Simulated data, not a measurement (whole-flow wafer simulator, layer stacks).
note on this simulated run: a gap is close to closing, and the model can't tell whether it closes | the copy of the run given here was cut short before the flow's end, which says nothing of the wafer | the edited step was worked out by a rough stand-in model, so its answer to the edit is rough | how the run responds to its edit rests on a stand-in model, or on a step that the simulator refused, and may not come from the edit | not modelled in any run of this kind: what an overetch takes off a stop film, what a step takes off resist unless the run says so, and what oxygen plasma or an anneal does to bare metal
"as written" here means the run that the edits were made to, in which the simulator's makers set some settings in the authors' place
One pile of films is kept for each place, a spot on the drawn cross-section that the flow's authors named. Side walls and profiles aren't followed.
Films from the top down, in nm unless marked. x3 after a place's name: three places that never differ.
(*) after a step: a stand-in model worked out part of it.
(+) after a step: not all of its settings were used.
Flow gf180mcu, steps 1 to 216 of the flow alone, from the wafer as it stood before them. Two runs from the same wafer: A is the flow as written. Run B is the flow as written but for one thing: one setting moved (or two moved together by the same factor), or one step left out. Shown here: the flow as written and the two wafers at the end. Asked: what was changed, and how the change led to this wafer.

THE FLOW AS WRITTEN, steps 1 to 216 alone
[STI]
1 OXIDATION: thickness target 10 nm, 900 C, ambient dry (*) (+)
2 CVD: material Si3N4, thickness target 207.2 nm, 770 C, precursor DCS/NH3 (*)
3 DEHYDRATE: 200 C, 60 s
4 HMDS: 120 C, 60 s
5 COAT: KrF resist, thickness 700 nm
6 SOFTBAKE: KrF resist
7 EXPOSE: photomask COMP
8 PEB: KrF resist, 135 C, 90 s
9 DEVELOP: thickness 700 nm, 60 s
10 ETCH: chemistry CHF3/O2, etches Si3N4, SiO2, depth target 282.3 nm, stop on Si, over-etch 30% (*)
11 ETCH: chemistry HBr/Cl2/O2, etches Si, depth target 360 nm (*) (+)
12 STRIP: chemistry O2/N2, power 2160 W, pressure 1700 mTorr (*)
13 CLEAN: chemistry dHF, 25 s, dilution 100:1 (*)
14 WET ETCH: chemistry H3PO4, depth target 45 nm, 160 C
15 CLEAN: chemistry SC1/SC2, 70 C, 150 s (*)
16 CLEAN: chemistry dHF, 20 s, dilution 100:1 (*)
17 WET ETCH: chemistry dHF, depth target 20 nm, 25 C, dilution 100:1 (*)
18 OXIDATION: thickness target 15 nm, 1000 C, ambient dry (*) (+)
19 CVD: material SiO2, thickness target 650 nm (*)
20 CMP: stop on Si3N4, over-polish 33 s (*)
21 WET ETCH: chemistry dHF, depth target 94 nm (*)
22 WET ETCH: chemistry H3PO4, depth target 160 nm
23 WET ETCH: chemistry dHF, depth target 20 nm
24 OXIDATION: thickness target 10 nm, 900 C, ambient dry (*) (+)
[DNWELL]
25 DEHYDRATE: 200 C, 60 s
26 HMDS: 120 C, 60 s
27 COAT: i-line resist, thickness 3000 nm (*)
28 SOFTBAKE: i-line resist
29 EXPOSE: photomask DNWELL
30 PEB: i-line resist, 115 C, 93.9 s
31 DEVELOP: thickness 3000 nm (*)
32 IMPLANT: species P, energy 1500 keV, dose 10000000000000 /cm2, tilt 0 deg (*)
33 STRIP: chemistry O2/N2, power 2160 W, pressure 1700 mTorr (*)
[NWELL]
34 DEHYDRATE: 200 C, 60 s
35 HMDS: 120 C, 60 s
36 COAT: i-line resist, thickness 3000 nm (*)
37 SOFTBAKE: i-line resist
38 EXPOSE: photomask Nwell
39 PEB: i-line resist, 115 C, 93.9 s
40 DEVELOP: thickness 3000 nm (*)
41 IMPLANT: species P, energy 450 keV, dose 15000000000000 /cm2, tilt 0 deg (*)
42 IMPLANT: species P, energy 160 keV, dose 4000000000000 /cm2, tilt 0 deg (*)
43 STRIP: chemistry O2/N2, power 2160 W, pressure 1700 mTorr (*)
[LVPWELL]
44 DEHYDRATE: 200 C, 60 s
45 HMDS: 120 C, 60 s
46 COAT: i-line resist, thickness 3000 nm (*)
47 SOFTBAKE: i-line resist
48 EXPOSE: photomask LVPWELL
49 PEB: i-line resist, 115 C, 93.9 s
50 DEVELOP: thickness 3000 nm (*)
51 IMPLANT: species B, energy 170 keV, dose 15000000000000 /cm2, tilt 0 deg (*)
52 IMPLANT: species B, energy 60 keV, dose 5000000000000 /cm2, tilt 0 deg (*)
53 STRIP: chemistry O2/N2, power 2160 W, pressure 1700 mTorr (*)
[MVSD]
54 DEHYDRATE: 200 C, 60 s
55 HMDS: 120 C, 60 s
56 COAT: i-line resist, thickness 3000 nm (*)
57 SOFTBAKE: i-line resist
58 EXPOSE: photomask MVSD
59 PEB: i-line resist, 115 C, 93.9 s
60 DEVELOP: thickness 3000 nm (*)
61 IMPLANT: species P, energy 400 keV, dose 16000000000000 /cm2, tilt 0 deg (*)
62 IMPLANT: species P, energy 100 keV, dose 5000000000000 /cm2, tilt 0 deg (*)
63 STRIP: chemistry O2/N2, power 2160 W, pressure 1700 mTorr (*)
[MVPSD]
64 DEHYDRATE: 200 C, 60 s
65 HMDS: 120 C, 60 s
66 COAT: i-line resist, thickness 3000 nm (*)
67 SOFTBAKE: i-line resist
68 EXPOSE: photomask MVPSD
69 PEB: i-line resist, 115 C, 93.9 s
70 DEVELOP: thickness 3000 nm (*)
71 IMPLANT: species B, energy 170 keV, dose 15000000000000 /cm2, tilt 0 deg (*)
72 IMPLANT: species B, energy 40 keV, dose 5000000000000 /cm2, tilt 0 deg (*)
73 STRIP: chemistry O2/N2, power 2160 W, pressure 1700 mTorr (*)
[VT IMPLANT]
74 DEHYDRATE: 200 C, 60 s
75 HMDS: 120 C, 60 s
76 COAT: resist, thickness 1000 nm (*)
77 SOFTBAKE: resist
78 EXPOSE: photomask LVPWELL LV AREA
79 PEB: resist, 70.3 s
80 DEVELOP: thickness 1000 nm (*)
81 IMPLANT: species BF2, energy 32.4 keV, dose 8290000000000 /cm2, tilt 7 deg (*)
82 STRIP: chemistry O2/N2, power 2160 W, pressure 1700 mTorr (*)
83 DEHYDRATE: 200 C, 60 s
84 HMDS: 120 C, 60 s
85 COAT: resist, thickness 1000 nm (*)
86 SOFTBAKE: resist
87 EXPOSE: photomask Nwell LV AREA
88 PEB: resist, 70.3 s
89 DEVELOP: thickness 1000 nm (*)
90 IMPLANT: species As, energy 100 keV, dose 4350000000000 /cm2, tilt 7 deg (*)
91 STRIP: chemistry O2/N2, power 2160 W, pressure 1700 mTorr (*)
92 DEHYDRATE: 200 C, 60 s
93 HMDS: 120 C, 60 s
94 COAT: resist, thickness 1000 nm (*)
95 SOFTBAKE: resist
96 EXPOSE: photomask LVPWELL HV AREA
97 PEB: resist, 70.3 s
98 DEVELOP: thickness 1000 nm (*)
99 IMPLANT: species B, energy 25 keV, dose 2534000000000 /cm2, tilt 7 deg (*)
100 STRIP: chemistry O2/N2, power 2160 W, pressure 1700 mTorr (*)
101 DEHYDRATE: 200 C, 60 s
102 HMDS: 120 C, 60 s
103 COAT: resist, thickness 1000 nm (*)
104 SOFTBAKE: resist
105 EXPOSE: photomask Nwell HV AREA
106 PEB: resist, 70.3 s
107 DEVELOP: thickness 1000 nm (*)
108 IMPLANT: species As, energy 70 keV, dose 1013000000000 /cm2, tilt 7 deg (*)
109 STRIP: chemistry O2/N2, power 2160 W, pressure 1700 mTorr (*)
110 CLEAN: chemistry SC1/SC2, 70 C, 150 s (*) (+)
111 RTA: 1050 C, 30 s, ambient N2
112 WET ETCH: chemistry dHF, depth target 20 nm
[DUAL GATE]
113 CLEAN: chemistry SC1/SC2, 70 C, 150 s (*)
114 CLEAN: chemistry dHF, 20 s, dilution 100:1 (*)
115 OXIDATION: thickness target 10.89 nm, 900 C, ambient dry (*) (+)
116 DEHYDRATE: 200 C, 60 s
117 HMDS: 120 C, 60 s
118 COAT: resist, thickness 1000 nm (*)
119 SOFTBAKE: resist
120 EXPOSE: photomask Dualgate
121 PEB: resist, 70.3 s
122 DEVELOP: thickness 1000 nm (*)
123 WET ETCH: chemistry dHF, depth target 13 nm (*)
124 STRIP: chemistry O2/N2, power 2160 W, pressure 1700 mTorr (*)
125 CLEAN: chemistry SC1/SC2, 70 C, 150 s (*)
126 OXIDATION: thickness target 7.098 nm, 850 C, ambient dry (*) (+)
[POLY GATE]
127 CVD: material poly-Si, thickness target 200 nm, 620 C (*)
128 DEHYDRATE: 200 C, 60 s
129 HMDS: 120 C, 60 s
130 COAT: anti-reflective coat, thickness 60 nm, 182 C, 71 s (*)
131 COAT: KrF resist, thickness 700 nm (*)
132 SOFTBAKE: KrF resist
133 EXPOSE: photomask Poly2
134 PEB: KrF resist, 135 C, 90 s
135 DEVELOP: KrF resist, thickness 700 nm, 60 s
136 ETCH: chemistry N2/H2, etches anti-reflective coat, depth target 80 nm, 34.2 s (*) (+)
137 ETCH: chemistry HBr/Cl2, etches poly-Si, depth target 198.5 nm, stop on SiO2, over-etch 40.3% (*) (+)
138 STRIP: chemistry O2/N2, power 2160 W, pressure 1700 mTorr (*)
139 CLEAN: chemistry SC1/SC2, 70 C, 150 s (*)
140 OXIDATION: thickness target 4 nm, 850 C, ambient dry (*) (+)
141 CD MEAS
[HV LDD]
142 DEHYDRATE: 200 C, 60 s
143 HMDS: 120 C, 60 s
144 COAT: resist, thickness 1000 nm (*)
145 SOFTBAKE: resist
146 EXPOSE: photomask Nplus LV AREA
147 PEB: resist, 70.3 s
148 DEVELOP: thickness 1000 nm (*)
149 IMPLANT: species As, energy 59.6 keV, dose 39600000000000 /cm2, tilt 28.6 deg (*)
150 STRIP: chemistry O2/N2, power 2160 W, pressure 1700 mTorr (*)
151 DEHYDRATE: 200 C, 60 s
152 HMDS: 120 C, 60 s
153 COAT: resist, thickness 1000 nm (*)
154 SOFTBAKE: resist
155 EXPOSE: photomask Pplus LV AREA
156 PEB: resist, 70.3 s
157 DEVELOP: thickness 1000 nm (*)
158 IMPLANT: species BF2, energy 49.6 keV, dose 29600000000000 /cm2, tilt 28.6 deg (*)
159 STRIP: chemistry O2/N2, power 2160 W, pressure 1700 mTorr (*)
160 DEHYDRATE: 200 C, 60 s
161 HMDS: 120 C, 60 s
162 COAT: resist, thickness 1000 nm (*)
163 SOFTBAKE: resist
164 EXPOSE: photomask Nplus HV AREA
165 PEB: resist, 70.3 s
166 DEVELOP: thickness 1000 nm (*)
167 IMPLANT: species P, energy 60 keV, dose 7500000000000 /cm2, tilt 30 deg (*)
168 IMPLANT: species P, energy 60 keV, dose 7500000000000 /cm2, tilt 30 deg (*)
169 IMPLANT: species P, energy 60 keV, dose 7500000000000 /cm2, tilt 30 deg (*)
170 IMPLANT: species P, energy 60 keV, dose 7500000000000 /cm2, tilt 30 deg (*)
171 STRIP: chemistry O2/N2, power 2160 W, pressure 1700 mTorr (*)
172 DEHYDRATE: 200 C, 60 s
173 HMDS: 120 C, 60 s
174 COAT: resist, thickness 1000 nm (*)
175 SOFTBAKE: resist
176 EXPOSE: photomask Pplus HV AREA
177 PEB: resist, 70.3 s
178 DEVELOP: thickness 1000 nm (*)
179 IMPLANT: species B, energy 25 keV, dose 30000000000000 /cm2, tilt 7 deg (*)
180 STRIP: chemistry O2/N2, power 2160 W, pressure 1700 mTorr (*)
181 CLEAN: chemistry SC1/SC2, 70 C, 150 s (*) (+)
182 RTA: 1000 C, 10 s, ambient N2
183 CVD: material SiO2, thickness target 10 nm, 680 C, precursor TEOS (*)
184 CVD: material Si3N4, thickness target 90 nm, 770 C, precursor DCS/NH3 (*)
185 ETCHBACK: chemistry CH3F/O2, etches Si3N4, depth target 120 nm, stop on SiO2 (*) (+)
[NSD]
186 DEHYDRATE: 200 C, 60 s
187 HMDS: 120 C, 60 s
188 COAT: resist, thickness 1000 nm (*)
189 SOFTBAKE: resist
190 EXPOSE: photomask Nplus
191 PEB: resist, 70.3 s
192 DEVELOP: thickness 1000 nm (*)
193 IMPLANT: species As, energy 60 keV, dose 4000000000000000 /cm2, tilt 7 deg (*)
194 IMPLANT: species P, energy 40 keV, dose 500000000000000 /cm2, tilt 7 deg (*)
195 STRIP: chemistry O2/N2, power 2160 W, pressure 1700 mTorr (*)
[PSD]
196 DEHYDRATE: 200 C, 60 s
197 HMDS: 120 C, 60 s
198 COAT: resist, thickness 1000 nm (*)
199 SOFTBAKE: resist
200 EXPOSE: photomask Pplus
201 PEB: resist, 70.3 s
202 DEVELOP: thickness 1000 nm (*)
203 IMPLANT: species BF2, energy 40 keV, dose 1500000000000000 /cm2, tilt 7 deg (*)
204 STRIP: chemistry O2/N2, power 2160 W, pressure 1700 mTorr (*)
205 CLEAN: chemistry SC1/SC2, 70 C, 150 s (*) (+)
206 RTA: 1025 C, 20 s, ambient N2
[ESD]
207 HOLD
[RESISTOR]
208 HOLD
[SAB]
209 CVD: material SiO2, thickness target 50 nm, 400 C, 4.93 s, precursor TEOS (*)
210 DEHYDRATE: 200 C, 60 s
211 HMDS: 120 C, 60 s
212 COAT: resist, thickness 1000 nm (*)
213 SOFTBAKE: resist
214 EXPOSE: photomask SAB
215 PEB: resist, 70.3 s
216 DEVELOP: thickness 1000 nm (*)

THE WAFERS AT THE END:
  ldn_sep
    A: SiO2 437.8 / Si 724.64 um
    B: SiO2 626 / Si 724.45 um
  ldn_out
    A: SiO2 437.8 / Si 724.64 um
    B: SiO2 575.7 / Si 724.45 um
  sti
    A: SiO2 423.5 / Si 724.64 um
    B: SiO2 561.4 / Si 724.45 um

The cause: step 11, ETCH: depth target 549 nm was run, where the flow has depth target 360 nm.

How the change led to this, step by step:
  11 ETCH: chemistry HBr/Cl2/O2, etches Si, depth target 360 nm (*) (+)
      active, n_well, p_well and 40 more: A KrF resist -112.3 | B KrF resist -175.3
      field, field_sub, sti and 34 more: A Si -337 | B Si -526
  12 STRIP: chemistry O2/N2, power 2160 W, pressure 1700 mTorr (*)
      active, n_well, p_well and 40 more: A KrF resist -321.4 (all of it) | B KrF resist -258.4 (all of it)
  19 CVD: material SiO2, thickness target 650 nm (*)
      m1, ld_fp_n, ld_drift_n and 8 more: A SiO2 +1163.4 | B SiO2 +1352.4
  20 CMP: stop on Si3N4, over-polish 33 s (*)
      sti, mim_1p0 x3, iso_nw_fld and 9 more: A SiO2 -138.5 | B nothing
      nw_enc_fld, nw_enc_fld_lv: A SiO2 -142.5 | B nothing
      (and at 10 more places)
  28 SOFTBAKE: i-line resist
      field: A i-line resist +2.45 | B i-line resist -0.69
      field_sub: A i-line resist +1.87 | B i-line resist -0.41
      (and at 63 more places)
  37 SOFTBAKE: i-line resist
      field: A i-line resist +2.45 | B i-line resist -0.69
      field_sub: A i-line resist +1.87 | B i-line resist -0.41
      (and at 63 more places)
  47 SOFTBAKE: i-line resist
      field: A i-line resist +2.45 | B i-line resist -0.69
      field_sub: A i-line resist +1.87 | B i-line resist -0.41
      (and at 63 more places)
  57 SOFTBAKE: i-line resist
      field: A i-line resist +2.45 | B i-line resist -0.69
      field_sub: A i-line resist +1.87 | B i-line resist -0.41
      (and at 63 more places)
  67 SOFTBAKE: i-line resist
      field: A i-line resist +2.45 | B i-line resist -0.69
      field_sub: A i-line resist +1.87 | B i-line resist -0.41
      (and at 63 more places)
  76 COAT: resist, thickness 1000 nm (*)
      p_well, spacer, sd_n: A resist +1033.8 (new film) | B resist +990.4 (new film)
      field__w6: A resist +984.3 (new film) | B resist +1007.3 (new film)
      (and at 45 more places)
  77 SOFTBAKE: resist
      sd_p_hv, ldp_gr: A resist +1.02 | B resist -0.3
      field: A resist -0.74 | B nothing
      (and at 53 more places)
  79 PEB: resist, 70.3 s
      p_well, spacer, sd_n, ldp_gr: A resist -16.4 | B resist -15.7
      iso_ptap_pw, iso_ntap_nw, iso_ptap_sub, vpnp_e: A resist -16.3 | B resist -15.7
  80 DEVELOP: thickness 1000 nm (*)
      p_well, spacer, sd_n: A resist -1017.4 (all of it) | B resist -974.7 (all of it)
      active: A resist -1004 (all of it) | B resist -978.3 (all of it)
      (and at 5 more places)
  82 STRIP: chemistry O2/N2, power 2160 W, pressure 1700 mTorr (*)
      n_well, ld_drn_n: A resist -1002.9 (all of it) | B resist -981.8 (all of it)
      field__w6: A resist -968.6 (all of it) | B resist -991.7 (all of it)
      (and at 43 more places)
  85 COAT: resist, thickness 1000 nm (*)
      p_well, spacer, sd_n: A resist +1033.8 (new film) | B resist +990.4 (new film)
      field__w6: A resist +984.3 (new film) | B resist +1007.3 (new film)
      (and at 45 more places)
  86 SOFTBAKE: resist
      sd_p_hv, ldp_gr: A resist +1.02 | B resist -0.3
      field: A resist -0.74 | B nothing
      (and at 53 more places)
  ... 57 more steps ...
  216 DEVELOP: thickness 1000 nm (*)
      p_well, sd_n: A resist -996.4 (all of it) | B resist -952 (all of it)
      field__w6: A resist -1026.2 (all of it) | B resist -1076.8 (all of it)
      (and at 46 more places)
